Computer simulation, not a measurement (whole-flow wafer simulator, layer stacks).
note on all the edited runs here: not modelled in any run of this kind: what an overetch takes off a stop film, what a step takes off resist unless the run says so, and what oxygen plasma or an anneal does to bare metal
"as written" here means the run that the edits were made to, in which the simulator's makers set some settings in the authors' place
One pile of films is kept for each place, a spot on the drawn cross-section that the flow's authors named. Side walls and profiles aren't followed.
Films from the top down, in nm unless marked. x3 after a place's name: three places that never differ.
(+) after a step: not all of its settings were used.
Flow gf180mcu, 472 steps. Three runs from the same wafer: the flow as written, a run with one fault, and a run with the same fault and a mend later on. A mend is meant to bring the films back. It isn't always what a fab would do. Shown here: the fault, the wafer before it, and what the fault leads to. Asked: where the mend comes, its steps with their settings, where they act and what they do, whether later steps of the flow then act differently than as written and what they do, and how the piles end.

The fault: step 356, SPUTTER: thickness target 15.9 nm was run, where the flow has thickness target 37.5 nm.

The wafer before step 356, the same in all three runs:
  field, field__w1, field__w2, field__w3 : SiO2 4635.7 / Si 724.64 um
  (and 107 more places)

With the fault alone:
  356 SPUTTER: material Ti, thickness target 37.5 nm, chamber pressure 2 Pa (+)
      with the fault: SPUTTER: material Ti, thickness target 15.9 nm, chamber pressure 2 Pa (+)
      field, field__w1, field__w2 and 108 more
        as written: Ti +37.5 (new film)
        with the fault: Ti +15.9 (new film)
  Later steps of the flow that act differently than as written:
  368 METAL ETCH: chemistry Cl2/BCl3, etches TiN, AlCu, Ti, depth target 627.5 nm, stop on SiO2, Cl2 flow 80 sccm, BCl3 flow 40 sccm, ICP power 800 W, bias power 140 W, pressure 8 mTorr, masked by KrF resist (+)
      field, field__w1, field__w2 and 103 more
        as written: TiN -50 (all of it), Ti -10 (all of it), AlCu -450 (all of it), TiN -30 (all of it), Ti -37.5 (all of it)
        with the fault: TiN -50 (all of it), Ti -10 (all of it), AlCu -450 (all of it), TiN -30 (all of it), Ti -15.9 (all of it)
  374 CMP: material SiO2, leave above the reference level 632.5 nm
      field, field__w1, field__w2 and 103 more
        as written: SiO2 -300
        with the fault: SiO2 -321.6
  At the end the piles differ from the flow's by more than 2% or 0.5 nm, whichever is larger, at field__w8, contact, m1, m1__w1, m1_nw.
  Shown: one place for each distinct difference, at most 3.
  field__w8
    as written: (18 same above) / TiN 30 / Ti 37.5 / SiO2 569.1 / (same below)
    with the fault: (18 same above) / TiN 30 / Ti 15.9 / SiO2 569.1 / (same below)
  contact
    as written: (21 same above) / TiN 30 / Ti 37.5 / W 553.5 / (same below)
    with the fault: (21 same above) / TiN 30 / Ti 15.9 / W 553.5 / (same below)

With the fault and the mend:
  The mend comes after step 356.
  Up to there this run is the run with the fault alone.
  356a SPUTTER: material Ti, thickness target 21.6 nm, chamber pressure 2 Pa (+) (the flow's step 356 once more, with other settings)
      field, field__w1, field__w2 and 108 more
        Ti +21.6
  No later step of the flow acts differently than as written at any place that is followed.
  At the end the piles are the same as the flow's at every place that both follow.
